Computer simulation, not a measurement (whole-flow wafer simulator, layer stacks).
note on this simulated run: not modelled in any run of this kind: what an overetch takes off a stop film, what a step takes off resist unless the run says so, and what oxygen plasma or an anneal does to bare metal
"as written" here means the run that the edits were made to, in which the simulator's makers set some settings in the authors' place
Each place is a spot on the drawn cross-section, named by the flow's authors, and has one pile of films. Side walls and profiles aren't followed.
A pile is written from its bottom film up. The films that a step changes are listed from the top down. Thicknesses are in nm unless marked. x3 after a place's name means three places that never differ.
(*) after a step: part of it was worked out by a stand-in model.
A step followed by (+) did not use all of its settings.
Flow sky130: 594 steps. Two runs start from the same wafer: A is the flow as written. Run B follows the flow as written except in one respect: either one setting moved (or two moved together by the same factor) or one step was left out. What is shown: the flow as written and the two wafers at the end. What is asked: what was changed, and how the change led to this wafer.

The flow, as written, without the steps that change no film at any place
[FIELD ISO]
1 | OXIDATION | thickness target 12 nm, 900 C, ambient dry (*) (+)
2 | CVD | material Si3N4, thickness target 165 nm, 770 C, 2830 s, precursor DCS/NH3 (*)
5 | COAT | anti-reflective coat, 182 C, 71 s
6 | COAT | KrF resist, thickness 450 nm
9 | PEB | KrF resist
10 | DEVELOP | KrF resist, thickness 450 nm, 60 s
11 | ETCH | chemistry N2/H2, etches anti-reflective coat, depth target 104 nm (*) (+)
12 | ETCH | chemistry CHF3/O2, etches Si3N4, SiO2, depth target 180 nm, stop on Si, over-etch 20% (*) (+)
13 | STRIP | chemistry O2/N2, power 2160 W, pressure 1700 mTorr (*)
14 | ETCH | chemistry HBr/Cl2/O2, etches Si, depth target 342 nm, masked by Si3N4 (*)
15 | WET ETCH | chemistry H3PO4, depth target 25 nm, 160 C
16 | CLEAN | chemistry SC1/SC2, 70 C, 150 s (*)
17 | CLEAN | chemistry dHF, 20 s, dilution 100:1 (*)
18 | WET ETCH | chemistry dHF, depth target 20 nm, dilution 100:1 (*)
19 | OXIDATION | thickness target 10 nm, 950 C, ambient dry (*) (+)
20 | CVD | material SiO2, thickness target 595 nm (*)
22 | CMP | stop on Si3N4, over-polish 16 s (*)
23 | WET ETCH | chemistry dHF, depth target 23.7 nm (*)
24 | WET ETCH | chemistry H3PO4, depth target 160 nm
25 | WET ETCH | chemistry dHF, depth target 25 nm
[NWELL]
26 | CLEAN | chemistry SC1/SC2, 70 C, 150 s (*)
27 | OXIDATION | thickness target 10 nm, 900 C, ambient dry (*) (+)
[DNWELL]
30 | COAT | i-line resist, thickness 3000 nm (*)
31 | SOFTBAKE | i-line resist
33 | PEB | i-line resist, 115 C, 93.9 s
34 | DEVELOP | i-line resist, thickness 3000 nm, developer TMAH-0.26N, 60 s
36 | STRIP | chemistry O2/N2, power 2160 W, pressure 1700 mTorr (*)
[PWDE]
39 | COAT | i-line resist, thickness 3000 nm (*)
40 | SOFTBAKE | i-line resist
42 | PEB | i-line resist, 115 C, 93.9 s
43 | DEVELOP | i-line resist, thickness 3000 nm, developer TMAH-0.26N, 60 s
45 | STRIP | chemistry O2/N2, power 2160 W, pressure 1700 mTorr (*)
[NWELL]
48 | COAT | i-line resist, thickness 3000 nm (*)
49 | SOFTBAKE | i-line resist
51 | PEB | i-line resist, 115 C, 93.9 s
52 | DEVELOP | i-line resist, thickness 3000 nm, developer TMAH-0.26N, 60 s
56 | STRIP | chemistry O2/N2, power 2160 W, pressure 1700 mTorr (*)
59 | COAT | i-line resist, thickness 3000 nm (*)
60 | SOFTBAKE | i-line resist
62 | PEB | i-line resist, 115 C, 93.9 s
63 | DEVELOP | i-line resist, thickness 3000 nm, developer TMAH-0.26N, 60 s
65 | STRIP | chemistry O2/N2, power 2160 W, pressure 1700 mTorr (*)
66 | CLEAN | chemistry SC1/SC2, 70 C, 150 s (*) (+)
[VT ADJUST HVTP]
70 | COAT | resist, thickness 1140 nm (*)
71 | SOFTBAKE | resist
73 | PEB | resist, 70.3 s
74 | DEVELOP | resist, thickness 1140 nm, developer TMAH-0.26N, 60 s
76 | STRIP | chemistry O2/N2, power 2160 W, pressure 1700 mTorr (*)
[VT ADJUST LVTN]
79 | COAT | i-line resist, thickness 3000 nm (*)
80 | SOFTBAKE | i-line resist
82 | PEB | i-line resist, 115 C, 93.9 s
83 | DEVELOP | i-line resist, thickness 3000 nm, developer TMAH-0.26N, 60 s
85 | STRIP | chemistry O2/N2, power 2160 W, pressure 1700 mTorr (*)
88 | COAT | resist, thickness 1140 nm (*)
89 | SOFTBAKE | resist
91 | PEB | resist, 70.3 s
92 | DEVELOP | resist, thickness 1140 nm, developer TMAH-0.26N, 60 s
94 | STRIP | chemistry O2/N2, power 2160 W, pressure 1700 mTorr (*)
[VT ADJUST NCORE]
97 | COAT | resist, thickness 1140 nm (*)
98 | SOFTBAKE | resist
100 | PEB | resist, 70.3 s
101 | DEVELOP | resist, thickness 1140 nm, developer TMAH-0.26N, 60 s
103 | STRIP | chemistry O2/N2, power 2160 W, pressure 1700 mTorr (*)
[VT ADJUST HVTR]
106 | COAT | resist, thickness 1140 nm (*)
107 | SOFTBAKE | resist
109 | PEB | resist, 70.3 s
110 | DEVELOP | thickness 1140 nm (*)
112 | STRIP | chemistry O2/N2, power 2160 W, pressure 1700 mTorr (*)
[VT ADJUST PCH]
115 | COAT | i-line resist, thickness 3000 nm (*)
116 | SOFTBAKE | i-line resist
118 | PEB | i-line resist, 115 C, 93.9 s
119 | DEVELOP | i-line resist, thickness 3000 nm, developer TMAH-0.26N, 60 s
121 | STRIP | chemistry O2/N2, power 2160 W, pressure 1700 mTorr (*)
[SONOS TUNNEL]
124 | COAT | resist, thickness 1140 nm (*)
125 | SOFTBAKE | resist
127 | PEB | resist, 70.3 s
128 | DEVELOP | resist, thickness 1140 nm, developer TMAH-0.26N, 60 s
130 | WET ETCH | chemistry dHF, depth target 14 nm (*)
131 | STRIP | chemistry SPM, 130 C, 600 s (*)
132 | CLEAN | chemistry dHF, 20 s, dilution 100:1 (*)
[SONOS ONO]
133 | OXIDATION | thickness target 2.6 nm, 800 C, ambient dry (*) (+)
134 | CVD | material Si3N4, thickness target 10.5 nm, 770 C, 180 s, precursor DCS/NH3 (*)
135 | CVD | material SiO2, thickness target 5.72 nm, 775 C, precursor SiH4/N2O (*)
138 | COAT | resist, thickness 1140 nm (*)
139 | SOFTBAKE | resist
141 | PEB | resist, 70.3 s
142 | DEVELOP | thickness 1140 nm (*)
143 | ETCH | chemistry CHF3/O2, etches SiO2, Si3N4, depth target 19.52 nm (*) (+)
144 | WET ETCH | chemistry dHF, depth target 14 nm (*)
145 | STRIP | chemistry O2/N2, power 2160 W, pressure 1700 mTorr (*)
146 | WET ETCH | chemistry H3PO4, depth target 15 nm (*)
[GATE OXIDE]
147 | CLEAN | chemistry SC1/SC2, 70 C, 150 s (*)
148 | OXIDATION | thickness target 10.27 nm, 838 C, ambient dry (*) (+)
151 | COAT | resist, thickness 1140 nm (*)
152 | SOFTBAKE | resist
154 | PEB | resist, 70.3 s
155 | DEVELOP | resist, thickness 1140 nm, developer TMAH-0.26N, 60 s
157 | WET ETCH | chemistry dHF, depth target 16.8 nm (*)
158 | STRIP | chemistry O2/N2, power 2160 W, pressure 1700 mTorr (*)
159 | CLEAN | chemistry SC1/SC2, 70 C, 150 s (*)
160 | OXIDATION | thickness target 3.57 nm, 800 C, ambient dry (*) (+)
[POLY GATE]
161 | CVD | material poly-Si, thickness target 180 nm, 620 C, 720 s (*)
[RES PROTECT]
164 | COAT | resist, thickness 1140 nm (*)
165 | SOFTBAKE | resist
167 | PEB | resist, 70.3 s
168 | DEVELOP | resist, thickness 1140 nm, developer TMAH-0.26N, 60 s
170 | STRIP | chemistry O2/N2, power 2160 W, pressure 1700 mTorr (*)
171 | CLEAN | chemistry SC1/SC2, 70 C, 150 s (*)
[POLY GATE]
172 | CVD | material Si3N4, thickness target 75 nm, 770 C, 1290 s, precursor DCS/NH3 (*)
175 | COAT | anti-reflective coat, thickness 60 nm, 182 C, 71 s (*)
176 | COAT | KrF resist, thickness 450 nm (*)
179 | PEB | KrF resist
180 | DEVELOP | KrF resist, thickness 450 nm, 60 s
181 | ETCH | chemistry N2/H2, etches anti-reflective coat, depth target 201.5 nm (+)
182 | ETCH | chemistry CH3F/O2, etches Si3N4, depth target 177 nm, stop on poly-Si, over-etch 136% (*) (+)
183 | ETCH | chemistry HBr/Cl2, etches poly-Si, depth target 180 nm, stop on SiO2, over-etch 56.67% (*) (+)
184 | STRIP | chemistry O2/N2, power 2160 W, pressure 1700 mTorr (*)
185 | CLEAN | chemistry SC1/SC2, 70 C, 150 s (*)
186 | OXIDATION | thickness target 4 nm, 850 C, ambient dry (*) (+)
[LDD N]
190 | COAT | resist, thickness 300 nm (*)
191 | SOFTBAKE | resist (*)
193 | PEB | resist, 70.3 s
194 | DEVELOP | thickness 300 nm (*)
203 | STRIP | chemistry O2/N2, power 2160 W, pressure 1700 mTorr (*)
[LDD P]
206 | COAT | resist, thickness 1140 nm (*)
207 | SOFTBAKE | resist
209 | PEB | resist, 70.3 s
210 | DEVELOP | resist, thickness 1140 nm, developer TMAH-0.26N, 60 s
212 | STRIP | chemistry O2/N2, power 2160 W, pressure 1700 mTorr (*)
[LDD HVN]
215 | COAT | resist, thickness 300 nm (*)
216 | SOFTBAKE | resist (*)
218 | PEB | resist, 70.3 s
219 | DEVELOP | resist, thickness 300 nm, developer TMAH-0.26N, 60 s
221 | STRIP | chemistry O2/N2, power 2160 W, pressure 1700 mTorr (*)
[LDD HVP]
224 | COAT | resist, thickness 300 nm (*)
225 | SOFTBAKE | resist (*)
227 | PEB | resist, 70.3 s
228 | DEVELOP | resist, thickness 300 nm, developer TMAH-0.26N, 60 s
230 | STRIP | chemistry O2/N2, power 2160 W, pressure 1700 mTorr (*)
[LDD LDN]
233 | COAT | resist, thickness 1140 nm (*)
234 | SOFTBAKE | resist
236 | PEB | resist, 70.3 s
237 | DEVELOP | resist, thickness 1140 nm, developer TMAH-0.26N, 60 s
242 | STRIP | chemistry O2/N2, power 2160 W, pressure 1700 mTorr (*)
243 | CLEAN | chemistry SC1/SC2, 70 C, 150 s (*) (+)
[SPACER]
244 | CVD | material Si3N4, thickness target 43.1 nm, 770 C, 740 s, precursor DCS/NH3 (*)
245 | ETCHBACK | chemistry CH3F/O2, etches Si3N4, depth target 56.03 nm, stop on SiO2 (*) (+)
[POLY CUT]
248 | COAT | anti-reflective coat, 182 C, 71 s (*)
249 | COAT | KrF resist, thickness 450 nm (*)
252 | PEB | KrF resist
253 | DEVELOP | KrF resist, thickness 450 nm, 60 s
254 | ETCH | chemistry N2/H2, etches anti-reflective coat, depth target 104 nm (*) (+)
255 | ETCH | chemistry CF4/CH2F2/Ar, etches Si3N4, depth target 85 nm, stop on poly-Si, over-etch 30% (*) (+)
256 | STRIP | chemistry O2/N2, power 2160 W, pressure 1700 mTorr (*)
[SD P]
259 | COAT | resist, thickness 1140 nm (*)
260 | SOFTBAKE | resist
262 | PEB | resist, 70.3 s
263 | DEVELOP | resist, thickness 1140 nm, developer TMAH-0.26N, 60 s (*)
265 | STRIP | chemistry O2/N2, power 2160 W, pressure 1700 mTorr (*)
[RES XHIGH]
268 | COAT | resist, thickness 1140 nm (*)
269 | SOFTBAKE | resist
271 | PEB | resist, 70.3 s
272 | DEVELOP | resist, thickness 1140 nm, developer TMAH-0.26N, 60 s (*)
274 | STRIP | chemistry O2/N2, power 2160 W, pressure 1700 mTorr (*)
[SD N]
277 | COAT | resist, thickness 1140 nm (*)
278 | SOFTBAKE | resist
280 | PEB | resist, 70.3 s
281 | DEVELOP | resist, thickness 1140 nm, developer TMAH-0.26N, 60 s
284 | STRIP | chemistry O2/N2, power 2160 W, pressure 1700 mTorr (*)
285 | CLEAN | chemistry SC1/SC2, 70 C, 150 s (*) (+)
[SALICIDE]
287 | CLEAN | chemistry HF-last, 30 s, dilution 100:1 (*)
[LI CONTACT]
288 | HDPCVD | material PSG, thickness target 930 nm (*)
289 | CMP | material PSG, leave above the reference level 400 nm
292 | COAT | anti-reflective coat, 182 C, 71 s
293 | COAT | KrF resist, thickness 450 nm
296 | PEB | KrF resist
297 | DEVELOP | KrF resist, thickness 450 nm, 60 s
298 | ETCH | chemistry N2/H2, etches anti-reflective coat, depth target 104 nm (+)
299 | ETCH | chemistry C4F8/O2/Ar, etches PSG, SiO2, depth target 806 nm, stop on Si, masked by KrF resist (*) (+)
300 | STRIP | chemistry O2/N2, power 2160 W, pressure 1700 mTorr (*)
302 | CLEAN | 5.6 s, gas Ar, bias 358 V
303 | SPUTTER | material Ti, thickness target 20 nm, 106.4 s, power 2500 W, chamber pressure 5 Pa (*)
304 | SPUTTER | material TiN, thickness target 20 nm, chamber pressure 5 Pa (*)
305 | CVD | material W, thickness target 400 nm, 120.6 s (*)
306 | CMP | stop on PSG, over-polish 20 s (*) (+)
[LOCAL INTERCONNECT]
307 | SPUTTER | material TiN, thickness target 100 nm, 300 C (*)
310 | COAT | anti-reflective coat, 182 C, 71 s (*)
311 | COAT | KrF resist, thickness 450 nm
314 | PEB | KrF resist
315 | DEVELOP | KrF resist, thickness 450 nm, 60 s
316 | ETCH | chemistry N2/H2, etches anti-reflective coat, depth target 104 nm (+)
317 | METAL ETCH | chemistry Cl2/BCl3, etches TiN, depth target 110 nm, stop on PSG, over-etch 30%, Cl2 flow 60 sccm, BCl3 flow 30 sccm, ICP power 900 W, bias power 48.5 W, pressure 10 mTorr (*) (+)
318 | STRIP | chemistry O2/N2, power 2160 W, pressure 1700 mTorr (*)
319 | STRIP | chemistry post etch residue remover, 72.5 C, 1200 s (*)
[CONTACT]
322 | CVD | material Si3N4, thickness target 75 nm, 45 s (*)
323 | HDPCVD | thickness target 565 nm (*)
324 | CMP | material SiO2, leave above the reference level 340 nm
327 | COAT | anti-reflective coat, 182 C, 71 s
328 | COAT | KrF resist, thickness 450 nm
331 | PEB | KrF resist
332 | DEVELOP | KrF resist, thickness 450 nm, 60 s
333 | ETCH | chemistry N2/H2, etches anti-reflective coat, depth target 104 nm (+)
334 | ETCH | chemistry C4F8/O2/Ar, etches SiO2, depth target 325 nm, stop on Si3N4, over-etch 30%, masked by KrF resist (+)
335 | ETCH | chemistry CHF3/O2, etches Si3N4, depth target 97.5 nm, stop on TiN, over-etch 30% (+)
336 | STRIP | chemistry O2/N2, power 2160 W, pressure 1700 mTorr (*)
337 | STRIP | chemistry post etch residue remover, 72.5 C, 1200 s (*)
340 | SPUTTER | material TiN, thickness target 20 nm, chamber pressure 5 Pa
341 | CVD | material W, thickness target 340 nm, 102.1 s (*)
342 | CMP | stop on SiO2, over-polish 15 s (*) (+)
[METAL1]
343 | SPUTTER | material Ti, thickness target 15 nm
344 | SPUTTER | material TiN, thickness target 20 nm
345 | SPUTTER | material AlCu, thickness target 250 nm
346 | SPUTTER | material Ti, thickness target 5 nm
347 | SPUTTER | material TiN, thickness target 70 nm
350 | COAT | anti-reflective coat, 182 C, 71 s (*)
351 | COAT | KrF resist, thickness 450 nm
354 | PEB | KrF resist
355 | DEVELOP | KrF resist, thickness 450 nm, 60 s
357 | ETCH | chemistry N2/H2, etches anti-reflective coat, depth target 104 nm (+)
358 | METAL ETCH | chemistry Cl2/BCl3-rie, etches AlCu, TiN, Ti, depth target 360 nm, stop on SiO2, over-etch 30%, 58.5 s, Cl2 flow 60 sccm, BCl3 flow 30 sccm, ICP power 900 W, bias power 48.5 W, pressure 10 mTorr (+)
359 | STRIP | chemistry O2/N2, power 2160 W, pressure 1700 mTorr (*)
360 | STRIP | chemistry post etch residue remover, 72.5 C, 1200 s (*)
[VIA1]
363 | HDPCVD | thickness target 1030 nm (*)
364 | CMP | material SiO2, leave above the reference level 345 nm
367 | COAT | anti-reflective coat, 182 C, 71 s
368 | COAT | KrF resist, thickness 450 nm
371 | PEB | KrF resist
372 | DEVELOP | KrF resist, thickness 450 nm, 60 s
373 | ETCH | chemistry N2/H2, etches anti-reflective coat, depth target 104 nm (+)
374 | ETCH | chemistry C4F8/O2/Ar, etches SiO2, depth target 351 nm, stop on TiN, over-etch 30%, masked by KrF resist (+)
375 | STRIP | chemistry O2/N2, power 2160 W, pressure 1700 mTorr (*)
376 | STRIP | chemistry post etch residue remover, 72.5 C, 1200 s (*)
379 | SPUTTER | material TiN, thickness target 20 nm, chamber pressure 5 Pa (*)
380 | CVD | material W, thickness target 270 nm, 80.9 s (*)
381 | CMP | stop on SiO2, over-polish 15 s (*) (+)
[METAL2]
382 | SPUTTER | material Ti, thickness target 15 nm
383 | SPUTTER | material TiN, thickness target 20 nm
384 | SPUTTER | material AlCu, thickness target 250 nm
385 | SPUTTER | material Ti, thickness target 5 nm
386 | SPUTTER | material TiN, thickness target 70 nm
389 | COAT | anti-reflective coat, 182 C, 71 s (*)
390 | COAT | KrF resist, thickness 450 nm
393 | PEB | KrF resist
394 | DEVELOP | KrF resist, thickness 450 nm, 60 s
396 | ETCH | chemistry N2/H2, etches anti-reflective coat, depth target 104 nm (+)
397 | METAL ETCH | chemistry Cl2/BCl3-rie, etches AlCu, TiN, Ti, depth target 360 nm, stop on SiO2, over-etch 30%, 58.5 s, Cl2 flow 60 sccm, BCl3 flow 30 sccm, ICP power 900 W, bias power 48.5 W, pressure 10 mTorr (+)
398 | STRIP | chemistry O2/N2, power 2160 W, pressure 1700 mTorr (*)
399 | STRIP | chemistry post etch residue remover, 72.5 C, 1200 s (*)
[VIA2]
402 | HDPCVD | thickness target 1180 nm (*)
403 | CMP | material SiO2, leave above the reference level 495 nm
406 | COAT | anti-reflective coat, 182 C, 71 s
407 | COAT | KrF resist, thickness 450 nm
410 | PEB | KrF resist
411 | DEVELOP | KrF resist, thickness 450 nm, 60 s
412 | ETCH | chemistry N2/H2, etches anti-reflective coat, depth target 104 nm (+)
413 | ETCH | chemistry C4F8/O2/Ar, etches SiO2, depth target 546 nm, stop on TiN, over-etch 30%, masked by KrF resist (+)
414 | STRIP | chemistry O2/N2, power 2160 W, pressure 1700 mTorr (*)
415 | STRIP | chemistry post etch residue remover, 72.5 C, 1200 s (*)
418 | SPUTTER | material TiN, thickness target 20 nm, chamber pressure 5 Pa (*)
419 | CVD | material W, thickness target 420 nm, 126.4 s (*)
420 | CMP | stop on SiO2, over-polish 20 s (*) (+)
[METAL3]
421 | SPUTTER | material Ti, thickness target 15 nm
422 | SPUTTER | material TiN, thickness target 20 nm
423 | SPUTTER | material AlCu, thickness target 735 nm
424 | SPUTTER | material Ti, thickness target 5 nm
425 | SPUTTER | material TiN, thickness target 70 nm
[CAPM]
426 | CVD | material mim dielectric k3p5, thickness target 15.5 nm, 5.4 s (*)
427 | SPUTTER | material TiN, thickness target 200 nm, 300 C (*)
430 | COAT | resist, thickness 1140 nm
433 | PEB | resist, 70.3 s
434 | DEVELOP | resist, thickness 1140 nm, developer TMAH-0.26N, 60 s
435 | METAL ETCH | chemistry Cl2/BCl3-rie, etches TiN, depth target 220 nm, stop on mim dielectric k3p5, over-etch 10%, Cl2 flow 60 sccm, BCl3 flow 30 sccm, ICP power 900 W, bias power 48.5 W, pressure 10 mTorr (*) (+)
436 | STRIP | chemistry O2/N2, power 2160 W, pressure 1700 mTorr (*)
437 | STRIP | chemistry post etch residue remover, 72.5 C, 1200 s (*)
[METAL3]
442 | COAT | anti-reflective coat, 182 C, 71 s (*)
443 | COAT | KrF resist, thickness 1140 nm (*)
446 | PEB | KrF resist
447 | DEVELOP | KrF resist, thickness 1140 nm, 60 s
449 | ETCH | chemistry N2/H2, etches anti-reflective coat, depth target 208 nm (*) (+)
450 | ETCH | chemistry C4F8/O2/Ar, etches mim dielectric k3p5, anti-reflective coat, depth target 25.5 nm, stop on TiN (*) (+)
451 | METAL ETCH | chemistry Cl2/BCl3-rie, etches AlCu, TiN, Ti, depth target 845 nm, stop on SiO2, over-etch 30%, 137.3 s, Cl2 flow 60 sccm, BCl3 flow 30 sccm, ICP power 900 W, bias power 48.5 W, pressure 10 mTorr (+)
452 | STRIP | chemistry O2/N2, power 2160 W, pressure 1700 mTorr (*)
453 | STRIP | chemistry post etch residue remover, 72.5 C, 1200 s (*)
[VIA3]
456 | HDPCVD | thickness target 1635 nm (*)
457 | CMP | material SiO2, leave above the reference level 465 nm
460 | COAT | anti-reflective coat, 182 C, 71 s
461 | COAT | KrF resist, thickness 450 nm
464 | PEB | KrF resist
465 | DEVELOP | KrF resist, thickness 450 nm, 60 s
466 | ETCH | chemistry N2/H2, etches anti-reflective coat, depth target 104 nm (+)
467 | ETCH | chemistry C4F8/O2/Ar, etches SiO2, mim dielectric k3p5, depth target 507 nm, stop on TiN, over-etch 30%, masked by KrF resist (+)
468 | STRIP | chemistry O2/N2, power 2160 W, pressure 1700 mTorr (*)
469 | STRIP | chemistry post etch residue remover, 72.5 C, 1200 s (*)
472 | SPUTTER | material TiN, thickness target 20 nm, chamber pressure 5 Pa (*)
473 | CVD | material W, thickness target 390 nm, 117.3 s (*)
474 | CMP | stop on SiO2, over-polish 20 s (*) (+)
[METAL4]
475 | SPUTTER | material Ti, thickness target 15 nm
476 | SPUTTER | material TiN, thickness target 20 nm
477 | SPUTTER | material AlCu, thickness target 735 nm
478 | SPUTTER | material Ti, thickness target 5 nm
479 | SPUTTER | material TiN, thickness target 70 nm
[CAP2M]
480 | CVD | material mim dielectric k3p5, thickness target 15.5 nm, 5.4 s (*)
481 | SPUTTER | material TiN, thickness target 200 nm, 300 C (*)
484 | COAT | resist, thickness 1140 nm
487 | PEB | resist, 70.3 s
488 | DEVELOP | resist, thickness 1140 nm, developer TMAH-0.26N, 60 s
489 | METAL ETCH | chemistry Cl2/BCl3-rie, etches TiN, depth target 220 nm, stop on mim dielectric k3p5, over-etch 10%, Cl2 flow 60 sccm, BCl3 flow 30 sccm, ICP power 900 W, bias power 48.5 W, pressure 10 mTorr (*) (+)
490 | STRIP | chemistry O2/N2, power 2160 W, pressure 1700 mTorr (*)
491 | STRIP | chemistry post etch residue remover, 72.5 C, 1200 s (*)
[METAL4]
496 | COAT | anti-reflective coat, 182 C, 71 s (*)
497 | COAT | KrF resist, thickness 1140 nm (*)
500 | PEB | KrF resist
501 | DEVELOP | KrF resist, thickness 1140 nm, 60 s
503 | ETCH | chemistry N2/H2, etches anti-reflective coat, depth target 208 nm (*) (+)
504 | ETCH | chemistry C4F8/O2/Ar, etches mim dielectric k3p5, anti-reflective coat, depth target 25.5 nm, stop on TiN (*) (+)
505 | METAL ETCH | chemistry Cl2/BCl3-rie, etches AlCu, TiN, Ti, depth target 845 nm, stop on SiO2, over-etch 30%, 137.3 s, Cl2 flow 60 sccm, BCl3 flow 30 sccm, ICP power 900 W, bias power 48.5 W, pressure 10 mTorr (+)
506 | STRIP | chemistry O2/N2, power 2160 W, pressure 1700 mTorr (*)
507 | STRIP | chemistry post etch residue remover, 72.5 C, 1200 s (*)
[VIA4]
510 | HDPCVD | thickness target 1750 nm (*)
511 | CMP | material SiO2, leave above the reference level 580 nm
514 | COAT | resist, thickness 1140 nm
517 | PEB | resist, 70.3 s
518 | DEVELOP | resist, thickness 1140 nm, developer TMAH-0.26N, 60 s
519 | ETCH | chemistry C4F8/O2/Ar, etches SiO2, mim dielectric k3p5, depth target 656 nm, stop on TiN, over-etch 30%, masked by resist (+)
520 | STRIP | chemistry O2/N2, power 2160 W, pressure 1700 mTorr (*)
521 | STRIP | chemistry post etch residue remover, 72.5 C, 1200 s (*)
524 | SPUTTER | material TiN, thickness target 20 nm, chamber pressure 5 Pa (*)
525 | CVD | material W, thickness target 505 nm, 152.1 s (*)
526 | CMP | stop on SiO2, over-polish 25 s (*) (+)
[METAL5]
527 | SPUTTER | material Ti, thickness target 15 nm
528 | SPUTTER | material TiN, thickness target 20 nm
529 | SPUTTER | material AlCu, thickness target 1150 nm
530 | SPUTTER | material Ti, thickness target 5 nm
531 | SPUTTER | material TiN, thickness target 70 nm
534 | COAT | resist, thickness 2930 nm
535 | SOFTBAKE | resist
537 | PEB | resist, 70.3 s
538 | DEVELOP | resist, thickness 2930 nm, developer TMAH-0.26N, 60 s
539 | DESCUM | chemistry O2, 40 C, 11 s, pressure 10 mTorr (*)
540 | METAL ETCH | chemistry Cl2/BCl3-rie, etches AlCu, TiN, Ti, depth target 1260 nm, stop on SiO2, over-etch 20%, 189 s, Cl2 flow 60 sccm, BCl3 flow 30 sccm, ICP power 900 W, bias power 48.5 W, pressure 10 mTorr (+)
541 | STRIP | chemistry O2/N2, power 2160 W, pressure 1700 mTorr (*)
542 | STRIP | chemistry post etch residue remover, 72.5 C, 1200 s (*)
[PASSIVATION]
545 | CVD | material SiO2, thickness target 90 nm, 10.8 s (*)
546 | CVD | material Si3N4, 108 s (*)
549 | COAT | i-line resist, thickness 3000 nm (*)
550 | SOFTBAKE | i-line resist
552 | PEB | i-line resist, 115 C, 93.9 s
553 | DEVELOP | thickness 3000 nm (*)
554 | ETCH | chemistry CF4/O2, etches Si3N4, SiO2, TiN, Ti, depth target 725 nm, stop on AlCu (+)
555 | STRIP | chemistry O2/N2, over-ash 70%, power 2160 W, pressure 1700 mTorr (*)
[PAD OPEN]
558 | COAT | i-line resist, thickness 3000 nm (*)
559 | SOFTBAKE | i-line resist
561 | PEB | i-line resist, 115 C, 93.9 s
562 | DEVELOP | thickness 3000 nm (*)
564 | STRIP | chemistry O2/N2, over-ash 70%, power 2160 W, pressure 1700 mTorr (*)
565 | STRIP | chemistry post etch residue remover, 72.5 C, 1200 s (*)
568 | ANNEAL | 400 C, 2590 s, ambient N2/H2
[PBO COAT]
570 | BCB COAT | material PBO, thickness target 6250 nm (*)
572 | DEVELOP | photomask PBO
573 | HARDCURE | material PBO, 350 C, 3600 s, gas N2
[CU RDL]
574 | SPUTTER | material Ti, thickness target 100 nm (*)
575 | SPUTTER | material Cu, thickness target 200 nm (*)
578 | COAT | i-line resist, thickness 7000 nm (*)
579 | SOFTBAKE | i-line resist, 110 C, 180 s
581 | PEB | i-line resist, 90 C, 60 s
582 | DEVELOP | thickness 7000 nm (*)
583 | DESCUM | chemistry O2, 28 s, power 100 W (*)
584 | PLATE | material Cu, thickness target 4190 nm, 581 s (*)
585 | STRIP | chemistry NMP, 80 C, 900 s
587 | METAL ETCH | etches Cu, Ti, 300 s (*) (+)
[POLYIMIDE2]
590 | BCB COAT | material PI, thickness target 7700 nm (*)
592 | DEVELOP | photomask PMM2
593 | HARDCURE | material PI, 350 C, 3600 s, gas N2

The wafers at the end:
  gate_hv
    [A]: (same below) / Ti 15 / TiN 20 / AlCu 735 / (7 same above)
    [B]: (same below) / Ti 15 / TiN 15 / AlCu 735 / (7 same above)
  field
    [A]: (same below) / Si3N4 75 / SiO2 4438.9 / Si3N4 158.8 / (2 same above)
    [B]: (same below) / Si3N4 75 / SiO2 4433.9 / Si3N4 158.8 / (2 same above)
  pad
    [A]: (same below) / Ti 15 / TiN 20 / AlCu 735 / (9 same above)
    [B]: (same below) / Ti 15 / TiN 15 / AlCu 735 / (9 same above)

Cause: step 476, SPUTTER: thickness target 15 nm was run, though the flow has thickness target 20 nm.
One can read it off the wafer: gate_hv has TiN 15, and step 476 as written asks for 20 nm.

The path from the change to this, step by step:
  476 | SPUTTER | material TiN, thickness target 20 nm
      field, active, n_well and 189 more: A +20 TiN (new film) | B +15 TiN (new film)
  505 | METAL ETCH | chemistry Cl2/BCl3-rie, etches AlCu, TiN, Ti, depth target 845 nm, stop on SiO2, over-etch 30%, 137.3 s, Cl2 flow 60 sccm, BCl3 flow 30 sccm, ICP power 900 W, bias power 48.5 W, pressure 10 mTorr (+)
      field, gate, spacer and 68 more: A -70 TiN (all of it), -5 Ti (all of it), -735 AlCu (all of it), -20 TiN (all of it), -15 Ti (all of it), -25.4 SiO2 | B -70 TiN (all of it), -5 Ti (all of it), -735 AlCu (all of it), -15 TiN (all of it), -15 Ti (all of it), -25.9 SiO2
      active, vpp_iso1, mim_edge_plate and 14 more: A -70 TiN (all of it), -5 Ti (all of it), -735 AlCu (all of it), -20 TiN (all of it), -15 Ti (all of it), -25.3 SiO2 | B -70 TiN (all of it), -5 Ti (all of it), -735 AlCu (all of it), -15 TiN (all of it), -15 Ti (all of it), -25.8 SiO2
